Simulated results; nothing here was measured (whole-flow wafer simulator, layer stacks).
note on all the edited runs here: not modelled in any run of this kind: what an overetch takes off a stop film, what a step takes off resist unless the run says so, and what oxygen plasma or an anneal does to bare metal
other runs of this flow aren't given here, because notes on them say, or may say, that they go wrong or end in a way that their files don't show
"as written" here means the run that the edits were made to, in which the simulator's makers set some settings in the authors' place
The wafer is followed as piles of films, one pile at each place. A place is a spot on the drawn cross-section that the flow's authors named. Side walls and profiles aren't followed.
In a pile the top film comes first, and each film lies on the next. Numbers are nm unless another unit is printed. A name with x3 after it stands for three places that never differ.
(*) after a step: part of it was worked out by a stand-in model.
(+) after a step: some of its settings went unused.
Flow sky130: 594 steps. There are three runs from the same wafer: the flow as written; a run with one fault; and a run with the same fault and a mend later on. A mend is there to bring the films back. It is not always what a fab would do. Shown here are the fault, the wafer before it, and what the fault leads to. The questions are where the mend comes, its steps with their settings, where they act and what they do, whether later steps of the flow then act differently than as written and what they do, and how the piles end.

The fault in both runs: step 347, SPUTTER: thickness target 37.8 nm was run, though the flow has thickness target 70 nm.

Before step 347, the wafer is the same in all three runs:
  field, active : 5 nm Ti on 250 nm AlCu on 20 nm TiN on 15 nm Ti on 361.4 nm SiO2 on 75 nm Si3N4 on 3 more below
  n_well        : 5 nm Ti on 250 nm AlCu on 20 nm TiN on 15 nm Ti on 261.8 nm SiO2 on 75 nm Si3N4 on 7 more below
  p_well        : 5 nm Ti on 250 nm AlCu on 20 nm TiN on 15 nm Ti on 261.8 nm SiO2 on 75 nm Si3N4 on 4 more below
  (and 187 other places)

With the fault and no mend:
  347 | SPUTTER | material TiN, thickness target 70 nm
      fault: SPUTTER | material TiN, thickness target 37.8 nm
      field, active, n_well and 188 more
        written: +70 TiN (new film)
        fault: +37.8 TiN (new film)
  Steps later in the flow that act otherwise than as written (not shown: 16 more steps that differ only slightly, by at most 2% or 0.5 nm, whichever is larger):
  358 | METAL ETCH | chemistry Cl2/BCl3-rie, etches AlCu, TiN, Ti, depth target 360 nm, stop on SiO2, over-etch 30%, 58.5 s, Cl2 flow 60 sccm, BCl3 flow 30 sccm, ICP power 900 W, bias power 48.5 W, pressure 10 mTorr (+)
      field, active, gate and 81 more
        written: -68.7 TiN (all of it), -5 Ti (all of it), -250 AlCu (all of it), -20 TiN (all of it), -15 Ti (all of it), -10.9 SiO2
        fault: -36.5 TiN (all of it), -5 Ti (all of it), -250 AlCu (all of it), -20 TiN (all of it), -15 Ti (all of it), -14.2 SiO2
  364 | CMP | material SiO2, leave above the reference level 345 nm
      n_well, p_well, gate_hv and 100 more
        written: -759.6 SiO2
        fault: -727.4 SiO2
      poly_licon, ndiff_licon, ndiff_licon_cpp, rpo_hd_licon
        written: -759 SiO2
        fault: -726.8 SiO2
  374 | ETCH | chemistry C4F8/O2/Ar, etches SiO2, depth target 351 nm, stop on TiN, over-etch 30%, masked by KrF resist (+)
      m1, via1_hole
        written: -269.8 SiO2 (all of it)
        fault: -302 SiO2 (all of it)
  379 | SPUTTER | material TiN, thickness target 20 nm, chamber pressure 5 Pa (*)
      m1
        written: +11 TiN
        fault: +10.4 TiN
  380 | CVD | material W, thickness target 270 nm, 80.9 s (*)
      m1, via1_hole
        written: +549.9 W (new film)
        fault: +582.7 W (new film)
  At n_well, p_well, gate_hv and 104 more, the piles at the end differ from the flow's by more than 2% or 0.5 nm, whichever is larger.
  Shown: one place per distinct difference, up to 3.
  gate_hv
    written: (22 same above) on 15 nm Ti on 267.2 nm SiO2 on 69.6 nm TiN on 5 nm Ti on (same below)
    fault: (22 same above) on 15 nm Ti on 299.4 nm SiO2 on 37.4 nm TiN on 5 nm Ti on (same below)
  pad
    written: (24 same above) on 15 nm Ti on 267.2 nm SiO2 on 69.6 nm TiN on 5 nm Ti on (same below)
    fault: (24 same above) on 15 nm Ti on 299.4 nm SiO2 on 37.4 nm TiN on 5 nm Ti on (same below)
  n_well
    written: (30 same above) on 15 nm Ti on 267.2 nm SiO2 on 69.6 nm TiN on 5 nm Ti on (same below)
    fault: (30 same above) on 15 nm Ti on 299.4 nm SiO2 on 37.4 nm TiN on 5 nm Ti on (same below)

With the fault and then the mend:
  The mend follows step 347.
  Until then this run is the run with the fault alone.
  347a | SPUTTER | material TiN, thickness target 32.2 nm (the flow's step 347, run once more with other settings)
      field, active, n_well and 188 more
        +32.2 TiN
  None of the later steps of the flow differs from how it acts as written, at any place that is followed, by more than 2% or 0.5 nm, whichever is larger.
  At every place that both follow, the piles at the end match the flow's.
